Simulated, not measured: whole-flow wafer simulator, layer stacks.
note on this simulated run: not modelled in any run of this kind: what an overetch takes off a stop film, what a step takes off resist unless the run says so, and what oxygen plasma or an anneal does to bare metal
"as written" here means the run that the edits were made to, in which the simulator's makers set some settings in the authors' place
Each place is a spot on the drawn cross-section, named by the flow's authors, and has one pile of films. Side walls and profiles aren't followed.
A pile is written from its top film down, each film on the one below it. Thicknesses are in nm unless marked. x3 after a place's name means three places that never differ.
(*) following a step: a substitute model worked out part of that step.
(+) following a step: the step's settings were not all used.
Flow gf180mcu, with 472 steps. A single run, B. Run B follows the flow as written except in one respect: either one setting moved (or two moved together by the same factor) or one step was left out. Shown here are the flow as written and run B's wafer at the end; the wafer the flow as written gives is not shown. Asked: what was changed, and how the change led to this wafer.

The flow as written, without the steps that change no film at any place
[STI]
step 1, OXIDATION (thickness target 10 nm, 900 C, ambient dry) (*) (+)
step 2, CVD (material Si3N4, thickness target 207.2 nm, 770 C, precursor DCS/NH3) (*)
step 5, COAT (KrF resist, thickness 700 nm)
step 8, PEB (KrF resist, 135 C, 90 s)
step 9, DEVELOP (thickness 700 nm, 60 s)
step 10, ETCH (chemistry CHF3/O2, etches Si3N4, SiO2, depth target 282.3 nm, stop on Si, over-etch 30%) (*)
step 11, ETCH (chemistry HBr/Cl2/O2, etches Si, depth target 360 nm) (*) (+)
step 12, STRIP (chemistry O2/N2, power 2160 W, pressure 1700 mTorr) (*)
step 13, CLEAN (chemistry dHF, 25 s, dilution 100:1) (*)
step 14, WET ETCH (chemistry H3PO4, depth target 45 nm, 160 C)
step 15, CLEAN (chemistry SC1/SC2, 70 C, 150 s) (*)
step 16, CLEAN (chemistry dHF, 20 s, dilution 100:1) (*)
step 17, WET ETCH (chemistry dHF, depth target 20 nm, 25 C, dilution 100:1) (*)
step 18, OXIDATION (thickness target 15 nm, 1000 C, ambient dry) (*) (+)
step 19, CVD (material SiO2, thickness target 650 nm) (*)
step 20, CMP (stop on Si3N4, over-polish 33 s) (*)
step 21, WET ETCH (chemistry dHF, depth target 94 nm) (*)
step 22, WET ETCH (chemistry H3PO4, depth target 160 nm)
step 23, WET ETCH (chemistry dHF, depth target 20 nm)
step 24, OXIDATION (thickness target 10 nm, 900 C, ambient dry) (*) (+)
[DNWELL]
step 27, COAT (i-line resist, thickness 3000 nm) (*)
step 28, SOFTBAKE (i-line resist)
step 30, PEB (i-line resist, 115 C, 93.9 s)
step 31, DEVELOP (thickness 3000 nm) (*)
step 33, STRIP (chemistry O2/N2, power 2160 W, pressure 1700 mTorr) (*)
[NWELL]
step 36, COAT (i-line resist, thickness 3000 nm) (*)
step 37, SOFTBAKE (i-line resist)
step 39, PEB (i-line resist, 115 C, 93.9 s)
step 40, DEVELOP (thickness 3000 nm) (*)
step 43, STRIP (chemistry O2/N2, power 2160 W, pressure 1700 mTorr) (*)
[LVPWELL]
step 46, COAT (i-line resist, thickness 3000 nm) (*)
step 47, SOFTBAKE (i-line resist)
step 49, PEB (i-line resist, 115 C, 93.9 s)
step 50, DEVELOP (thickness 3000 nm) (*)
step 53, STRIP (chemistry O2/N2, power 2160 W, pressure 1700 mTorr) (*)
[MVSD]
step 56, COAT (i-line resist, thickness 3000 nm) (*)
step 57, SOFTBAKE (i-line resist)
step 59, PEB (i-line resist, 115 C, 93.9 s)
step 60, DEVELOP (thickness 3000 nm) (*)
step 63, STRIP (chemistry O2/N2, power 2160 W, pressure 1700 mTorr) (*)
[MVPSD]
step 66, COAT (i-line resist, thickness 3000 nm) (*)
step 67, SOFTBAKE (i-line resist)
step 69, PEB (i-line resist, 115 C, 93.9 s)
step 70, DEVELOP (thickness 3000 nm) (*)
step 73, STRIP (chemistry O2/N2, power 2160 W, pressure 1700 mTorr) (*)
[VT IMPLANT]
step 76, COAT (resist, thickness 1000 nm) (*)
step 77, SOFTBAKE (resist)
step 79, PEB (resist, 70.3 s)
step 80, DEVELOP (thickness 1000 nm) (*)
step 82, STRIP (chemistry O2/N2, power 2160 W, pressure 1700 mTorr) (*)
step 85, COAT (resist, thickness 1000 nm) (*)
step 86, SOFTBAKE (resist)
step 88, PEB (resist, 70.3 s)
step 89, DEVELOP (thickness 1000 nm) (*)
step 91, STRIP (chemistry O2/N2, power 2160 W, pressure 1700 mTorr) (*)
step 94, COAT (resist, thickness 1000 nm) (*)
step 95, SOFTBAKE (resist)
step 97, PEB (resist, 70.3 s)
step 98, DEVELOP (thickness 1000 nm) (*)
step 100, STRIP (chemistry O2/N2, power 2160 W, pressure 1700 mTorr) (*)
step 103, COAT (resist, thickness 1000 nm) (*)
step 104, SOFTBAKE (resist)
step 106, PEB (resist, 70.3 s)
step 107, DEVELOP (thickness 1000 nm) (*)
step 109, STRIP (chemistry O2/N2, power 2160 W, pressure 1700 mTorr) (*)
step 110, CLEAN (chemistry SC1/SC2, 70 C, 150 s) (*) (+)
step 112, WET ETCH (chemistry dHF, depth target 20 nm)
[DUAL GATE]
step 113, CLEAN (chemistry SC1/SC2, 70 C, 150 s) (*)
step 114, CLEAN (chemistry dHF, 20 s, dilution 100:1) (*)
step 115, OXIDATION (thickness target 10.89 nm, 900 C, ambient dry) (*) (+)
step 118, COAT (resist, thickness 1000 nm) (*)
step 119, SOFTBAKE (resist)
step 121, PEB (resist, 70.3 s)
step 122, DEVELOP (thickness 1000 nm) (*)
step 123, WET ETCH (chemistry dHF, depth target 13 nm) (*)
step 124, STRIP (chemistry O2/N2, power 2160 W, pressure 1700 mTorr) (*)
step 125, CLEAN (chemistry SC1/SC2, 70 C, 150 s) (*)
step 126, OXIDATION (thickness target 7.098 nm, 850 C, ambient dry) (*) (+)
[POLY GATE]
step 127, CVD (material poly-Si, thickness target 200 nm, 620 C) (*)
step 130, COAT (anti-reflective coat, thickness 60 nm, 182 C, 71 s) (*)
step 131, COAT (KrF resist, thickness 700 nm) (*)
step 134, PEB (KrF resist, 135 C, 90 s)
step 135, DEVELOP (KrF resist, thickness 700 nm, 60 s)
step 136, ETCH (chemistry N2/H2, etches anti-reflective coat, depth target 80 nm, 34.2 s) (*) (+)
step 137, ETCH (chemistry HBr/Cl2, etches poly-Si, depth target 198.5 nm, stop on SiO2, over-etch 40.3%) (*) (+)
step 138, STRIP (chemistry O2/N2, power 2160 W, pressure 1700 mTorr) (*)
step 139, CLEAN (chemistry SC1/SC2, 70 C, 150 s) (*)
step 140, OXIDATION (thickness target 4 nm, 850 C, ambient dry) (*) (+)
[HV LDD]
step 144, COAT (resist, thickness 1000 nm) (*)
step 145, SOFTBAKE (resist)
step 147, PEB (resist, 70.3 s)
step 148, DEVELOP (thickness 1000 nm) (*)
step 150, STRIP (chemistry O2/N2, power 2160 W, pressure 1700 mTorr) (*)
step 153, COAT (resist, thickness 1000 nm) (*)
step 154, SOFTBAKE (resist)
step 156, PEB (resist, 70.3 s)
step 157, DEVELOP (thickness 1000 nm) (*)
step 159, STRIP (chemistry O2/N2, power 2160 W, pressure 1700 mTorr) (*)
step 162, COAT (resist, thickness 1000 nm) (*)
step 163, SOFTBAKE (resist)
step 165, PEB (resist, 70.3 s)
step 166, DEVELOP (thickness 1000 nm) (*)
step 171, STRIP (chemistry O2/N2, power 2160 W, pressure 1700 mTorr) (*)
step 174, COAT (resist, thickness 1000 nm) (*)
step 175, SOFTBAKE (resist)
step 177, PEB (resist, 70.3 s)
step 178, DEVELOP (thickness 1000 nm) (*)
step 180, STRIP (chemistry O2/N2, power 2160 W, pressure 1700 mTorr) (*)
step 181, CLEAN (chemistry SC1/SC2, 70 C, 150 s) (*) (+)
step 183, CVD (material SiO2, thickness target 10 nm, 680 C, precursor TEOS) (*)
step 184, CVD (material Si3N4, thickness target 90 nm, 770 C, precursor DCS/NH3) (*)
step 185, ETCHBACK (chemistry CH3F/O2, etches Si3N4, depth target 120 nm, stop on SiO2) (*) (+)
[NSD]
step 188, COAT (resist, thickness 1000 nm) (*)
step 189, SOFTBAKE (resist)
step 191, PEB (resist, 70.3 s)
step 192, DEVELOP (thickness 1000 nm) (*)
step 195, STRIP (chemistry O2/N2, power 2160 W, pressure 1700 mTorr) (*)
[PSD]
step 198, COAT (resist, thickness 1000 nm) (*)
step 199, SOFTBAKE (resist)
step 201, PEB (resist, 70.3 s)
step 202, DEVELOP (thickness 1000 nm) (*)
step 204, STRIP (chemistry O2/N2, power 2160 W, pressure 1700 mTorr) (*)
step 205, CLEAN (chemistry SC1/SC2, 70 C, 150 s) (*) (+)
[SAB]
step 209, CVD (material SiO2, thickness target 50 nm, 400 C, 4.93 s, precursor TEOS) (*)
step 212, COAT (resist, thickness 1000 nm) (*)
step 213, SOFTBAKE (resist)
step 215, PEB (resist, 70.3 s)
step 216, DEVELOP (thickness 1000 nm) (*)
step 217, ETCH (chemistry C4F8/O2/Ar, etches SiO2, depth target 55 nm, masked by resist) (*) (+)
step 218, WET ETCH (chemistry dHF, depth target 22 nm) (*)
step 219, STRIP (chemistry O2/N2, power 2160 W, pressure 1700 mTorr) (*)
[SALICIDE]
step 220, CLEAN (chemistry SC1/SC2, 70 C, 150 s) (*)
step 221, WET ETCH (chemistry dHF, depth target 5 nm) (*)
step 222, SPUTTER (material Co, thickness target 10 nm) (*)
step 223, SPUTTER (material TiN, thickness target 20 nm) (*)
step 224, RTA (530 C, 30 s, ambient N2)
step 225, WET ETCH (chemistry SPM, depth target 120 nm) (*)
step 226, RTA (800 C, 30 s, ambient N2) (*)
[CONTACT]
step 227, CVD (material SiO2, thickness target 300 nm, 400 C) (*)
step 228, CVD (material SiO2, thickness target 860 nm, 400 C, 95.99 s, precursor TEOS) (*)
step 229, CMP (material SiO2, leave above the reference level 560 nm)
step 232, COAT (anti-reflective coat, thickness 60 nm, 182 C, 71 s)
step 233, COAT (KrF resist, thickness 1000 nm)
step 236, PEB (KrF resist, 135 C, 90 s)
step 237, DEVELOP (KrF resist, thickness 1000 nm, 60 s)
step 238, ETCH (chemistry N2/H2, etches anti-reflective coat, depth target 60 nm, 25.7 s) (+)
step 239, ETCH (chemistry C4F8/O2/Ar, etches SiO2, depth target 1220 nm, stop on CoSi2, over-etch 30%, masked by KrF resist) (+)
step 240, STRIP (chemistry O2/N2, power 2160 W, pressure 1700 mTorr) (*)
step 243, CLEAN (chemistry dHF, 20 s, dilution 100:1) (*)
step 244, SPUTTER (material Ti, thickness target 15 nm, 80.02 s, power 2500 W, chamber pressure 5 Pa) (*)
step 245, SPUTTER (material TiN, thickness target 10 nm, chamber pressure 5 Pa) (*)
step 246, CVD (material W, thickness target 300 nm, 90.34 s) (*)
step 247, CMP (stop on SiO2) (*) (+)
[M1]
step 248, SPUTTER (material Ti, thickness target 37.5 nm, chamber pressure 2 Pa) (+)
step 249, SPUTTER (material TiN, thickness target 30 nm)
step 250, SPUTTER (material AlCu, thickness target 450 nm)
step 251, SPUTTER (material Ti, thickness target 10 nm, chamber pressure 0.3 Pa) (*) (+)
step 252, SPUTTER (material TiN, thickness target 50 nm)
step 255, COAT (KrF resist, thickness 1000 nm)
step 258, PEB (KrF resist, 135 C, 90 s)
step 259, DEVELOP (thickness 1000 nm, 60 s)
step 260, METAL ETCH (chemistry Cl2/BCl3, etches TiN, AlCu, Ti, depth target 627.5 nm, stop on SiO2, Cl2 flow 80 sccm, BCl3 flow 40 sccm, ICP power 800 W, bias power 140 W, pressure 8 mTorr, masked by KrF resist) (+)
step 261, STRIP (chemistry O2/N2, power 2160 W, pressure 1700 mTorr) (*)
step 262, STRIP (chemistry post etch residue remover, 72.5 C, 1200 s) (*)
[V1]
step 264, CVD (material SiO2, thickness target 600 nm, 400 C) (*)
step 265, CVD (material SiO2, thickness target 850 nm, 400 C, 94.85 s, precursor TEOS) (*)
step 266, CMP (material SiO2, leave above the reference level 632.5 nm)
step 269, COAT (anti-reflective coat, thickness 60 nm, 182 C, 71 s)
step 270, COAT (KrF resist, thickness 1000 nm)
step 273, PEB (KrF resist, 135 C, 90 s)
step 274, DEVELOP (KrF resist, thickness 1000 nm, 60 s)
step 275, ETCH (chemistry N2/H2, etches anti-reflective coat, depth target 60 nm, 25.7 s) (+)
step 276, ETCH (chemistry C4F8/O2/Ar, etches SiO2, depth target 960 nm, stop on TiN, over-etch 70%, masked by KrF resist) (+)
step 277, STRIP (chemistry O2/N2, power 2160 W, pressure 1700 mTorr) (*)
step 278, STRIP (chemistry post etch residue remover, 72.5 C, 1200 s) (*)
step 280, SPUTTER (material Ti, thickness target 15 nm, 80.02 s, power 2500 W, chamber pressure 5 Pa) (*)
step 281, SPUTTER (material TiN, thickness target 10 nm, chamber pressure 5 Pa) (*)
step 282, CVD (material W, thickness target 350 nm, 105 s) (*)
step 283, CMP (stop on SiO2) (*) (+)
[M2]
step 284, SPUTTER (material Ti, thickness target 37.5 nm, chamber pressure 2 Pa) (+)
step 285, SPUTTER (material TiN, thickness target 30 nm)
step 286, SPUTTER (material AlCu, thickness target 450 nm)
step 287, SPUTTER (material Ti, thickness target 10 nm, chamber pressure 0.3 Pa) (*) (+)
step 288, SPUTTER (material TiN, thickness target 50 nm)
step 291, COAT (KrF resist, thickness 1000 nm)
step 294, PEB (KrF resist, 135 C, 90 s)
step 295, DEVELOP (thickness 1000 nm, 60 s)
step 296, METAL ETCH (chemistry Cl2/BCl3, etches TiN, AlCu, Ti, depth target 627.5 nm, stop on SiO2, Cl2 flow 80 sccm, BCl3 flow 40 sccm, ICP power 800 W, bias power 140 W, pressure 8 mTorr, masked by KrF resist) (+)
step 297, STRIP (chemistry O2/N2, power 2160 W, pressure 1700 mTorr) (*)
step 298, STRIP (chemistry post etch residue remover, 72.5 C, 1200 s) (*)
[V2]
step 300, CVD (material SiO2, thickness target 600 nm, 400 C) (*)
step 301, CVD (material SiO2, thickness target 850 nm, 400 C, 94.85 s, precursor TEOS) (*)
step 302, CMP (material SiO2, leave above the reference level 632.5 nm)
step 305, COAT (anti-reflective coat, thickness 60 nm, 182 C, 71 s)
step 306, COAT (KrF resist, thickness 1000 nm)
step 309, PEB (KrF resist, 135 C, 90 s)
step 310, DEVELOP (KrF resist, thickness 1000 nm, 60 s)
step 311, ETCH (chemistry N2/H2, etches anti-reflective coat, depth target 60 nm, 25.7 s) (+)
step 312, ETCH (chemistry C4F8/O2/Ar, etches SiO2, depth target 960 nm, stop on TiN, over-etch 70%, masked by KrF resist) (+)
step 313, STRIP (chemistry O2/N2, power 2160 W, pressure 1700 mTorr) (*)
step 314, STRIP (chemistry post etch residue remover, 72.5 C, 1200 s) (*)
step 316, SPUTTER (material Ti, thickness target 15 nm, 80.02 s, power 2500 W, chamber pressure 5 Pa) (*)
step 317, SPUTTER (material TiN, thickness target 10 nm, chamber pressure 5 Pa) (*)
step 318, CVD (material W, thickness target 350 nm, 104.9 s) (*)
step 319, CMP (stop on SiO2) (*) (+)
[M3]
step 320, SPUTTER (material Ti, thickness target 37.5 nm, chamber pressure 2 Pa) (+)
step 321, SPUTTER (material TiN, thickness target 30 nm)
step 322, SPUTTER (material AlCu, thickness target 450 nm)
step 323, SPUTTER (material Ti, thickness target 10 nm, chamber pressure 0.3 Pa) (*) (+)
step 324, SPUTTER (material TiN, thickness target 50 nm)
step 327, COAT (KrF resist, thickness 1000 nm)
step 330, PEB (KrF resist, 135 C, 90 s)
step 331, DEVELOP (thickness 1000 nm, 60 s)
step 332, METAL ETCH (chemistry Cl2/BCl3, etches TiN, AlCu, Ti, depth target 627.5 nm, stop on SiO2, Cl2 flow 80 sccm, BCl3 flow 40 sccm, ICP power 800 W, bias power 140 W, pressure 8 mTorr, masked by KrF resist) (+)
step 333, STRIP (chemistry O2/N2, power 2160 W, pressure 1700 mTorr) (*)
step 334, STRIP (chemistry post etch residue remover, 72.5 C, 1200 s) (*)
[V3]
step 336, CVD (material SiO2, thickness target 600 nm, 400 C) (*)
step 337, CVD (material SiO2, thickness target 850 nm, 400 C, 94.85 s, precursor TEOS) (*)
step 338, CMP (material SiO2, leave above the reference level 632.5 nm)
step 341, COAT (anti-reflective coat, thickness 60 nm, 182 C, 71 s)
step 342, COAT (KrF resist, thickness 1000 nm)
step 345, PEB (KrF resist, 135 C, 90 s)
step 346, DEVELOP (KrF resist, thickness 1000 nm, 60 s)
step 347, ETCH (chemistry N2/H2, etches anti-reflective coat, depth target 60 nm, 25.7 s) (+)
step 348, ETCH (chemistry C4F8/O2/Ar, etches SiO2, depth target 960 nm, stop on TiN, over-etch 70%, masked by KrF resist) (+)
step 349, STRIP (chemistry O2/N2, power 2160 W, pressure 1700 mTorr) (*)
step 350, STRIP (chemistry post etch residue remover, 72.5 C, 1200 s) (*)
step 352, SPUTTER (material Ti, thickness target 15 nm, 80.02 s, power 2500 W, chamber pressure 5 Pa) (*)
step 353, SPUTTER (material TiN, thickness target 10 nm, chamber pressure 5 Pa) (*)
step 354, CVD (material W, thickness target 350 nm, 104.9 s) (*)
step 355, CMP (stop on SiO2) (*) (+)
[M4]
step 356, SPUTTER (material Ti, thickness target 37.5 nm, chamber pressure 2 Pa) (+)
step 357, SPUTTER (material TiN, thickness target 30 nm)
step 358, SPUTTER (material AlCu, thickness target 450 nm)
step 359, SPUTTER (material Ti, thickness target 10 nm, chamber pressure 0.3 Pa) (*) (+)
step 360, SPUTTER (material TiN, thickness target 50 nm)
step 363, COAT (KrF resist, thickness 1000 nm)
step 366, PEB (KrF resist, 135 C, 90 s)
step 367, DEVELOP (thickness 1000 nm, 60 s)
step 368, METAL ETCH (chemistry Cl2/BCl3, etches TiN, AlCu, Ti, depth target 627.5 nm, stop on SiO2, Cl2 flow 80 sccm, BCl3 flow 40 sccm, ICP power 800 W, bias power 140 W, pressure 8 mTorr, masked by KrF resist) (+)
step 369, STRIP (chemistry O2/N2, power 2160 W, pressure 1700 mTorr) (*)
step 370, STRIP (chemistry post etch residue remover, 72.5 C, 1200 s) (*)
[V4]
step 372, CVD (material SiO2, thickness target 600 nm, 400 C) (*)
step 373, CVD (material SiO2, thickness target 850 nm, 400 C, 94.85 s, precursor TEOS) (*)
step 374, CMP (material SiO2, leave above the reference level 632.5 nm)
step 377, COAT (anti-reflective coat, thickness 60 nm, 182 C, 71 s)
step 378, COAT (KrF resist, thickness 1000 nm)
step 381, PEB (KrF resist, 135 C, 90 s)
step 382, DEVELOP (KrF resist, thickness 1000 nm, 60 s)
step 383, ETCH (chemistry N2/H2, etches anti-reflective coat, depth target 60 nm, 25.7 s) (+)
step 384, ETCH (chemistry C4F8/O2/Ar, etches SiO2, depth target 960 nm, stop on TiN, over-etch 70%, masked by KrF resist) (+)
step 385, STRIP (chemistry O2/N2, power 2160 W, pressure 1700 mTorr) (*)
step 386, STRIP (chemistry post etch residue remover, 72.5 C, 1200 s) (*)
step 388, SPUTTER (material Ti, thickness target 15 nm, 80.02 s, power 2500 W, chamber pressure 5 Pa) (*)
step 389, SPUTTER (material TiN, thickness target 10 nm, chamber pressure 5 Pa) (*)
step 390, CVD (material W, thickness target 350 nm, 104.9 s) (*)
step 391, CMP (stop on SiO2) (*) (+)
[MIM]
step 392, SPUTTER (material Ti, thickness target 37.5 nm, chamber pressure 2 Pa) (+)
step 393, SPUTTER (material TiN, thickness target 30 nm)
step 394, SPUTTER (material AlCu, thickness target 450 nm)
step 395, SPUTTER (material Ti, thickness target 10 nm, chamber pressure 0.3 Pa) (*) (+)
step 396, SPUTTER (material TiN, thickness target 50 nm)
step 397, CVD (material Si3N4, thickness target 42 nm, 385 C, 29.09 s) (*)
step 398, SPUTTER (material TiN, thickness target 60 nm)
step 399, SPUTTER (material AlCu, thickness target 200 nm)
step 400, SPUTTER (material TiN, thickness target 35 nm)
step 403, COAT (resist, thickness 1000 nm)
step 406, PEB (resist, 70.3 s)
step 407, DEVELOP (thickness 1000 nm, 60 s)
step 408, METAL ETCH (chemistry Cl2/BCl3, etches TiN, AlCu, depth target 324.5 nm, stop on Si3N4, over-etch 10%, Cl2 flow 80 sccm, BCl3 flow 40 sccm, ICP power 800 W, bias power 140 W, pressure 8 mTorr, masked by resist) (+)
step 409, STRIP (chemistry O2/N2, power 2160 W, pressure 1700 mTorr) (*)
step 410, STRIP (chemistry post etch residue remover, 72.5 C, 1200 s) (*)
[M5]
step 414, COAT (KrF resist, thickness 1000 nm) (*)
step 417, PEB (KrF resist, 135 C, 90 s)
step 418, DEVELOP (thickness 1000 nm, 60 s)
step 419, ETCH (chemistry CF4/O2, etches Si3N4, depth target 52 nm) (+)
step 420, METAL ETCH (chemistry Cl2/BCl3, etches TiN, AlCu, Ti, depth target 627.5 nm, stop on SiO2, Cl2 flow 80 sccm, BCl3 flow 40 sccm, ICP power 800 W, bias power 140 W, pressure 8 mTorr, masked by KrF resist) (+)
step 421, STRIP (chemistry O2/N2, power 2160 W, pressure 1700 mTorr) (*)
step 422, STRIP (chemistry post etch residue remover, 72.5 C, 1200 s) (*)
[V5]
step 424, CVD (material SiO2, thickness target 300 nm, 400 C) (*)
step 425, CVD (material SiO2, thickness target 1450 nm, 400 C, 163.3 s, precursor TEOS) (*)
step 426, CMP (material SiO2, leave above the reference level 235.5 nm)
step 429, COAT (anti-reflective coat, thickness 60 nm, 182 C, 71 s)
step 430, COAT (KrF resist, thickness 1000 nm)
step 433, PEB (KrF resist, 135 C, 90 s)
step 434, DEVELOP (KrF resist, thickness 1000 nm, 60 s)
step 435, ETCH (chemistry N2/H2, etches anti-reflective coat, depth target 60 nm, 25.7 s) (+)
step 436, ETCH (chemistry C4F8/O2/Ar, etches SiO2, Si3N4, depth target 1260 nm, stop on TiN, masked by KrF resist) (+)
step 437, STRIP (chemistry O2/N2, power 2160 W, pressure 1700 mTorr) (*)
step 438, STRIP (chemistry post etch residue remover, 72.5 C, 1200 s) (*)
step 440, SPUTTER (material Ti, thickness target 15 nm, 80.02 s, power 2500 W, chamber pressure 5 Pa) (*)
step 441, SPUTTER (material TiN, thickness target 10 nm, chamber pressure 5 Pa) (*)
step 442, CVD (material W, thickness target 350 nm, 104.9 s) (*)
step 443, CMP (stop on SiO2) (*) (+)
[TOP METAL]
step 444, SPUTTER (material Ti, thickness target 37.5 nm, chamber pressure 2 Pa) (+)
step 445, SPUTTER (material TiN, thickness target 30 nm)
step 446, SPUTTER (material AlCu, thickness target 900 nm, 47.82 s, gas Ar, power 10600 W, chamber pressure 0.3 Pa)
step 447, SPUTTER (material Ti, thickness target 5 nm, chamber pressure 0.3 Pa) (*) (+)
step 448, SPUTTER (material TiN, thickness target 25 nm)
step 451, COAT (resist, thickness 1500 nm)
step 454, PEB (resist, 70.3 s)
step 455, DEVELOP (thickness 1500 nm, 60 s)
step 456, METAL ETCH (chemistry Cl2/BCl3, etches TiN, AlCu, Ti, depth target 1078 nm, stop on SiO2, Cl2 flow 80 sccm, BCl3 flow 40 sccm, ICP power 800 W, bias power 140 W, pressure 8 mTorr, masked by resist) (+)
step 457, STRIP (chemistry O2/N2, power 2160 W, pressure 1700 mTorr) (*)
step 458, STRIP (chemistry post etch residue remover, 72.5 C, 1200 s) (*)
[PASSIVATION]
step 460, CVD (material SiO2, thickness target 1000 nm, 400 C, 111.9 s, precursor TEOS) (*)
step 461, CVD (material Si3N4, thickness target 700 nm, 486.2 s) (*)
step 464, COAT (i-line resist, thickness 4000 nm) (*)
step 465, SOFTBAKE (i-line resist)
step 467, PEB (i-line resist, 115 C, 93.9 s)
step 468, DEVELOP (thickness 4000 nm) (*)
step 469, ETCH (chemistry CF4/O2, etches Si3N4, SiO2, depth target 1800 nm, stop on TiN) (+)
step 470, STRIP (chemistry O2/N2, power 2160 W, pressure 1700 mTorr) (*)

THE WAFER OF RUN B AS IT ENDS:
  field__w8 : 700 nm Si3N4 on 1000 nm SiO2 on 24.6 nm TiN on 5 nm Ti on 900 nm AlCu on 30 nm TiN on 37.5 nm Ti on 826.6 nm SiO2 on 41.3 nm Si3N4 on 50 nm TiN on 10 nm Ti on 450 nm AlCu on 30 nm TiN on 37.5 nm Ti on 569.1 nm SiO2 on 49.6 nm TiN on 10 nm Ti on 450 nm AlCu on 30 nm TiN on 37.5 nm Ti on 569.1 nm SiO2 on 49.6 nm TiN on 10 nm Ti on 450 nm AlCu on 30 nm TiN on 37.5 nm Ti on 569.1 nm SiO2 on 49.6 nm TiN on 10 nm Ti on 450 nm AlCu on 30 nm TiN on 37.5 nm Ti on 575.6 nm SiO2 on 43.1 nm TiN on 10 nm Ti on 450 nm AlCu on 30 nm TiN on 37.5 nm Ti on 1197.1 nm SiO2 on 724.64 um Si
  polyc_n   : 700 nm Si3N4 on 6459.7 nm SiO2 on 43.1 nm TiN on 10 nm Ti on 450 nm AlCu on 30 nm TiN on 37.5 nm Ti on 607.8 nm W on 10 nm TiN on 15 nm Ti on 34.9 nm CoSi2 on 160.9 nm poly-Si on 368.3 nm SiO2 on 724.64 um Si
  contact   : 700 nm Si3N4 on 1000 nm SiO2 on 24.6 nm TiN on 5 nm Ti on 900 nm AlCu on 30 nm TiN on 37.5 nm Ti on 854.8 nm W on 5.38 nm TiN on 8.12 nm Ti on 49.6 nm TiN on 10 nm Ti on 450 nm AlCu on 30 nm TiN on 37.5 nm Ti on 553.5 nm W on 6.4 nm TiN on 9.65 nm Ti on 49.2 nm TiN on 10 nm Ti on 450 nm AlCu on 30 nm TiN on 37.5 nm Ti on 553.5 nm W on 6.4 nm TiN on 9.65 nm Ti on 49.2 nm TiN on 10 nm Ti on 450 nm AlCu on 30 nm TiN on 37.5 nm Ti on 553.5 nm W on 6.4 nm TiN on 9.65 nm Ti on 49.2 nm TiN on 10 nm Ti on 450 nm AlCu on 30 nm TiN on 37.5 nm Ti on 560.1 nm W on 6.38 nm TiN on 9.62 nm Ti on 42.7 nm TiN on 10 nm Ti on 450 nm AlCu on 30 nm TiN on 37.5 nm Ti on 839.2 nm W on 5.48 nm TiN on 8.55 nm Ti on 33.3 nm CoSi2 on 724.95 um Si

The reason: step 252, SPUTTER: thickness target 43.5 nm was run, though the flow has thickness target 50 nm.

Step by step, how the change led to this:
  step 252, SPUTTER (material TiN, thickness target 50 nm)
      field, field__w1, field__w2 and 108 more: +43.5 TiN (new film) (it would be, as written: +50 TiN (new film))
  step 260, METAL ETCH (chemistry Cl2/BCl3, etches TiN, AlCu, Ti, depth target 627.5 nm, stop on SiO2, Cl2 flow 80 sccm, BCl3 flow 40 sccm, ICP power 800 W, bias power 140 W, pressure 8 mTorr, masked by KrF resist) (+)
      field, field__w1, field__w2 and 99 more: -43.5 TiN (all of it), -10 Ti (all of it), -450 AlCu (all of it), -30 TiN (all of it), -37.5 Ti (all of it) (it would be, as written: -50 TiN (all of it), -10 Ti (all of it), -450 AlCu (all of it), -30 TiN (all of it), -37.5 Ti (all of it))
